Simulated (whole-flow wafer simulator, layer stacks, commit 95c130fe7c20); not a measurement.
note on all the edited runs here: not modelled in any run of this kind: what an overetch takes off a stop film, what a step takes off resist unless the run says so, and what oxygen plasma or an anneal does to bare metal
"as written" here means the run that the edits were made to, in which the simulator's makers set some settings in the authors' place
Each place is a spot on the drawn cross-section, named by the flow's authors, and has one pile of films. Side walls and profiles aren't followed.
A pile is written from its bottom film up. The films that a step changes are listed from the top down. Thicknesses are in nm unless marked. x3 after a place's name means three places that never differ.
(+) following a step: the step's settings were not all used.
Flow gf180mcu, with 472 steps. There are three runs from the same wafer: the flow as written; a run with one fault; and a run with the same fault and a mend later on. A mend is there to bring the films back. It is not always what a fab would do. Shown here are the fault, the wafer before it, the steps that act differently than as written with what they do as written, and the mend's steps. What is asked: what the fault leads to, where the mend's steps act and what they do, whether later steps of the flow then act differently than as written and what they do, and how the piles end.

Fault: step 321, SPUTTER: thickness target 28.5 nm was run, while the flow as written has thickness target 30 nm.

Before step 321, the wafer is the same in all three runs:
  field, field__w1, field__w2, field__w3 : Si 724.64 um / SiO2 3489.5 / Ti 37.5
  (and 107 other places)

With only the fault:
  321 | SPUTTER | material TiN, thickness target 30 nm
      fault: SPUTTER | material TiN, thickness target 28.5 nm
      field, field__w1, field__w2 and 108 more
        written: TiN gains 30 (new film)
        fault: TiN gains 28.5 (new film)
  Steps further on in the flow that do not act as written (not shown: 1 more step that differs only slightly, by at most 2% or 0.5 nm, whichever is larger):
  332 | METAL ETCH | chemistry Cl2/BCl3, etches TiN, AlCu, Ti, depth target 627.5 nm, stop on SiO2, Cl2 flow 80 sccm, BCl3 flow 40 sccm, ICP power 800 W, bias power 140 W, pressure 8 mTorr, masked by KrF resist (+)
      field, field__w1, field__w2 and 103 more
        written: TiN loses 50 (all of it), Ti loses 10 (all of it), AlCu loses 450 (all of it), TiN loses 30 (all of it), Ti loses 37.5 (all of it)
        fault: TiN loses 50 (all of it), Ti loses 10 (all of it), AlCu loses 450 (all of it), TiN loses 28.5 (all of it), Ti loses 37.5 (all of it)
  By the end, the piles at field__w8, contact, m1, m1__w1, m1_nw depart from the flow's by more than 2% or 0.5 nm, whichever is larger.
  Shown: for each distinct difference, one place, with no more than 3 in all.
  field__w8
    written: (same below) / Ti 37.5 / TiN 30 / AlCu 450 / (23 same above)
    fault: (same below) / Ti 37.5 / TiN 28.5 / AlCu 450 / (23 same above)
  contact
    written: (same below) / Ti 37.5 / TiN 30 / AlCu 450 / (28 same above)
    fault: (same below) / Ti 37.5 / TiN 28.5 / AlCu 450 / (28 same above)

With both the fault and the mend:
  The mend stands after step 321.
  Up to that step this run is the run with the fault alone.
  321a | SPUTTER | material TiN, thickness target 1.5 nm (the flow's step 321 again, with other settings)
      field, field__w1, field__w2 and 108 more
        TiN gains 1.5
  Every later step of the flow that is run acts as written at every place that is followed.
  The piles end the same as the flow's at every place that both follow.
